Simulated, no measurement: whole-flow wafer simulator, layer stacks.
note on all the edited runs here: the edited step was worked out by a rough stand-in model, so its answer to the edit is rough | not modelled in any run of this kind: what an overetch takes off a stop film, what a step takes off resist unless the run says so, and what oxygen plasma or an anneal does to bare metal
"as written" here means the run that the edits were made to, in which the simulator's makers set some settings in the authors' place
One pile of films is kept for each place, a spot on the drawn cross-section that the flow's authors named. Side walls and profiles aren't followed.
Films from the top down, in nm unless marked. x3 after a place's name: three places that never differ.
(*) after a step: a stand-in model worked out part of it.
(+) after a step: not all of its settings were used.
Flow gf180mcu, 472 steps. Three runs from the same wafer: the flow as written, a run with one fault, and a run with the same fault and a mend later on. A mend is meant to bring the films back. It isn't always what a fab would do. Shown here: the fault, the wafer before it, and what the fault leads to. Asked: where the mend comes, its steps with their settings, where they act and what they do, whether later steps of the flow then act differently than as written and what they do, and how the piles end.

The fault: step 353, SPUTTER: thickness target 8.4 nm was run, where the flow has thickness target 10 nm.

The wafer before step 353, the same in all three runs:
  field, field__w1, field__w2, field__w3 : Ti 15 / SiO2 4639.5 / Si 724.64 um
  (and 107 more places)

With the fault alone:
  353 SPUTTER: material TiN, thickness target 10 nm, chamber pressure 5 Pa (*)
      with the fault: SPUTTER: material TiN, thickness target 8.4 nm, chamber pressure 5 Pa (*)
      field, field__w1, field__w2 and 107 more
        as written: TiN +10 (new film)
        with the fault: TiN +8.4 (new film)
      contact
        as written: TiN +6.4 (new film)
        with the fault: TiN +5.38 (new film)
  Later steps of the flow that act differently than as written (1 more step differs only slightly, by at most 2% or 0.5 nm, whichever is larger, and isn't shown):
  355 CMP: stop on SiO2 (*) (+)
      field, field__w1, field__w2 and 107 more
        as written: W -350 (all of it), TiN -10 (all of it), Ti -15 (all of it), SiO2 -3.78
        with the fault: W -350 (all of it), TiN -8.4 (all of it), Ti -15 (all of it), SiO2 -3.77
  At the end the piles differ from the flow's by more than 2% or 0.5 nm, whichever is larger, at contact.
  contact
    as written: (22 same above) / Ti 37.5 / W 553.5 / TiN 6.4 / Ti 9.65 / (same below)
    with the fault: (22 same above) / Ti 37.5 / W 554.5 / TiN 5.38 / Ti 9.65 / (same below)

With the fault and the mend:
  The mend comes after step 353.
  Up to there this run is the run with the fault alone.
  353a SPUTTER: material TiN, thickness target 1.6 nm, chamber pressure 5 Pa (*) (the flow's step 353 once more, with other settings)
      field, field__w1, field__w2 and 107 more
        TiN +1.6
      contact
        TiN +1.02
  No later step of the flow acts differently than as written at any place that is followed.
  At the end the piles are the same as the flow's at every place that both follow.
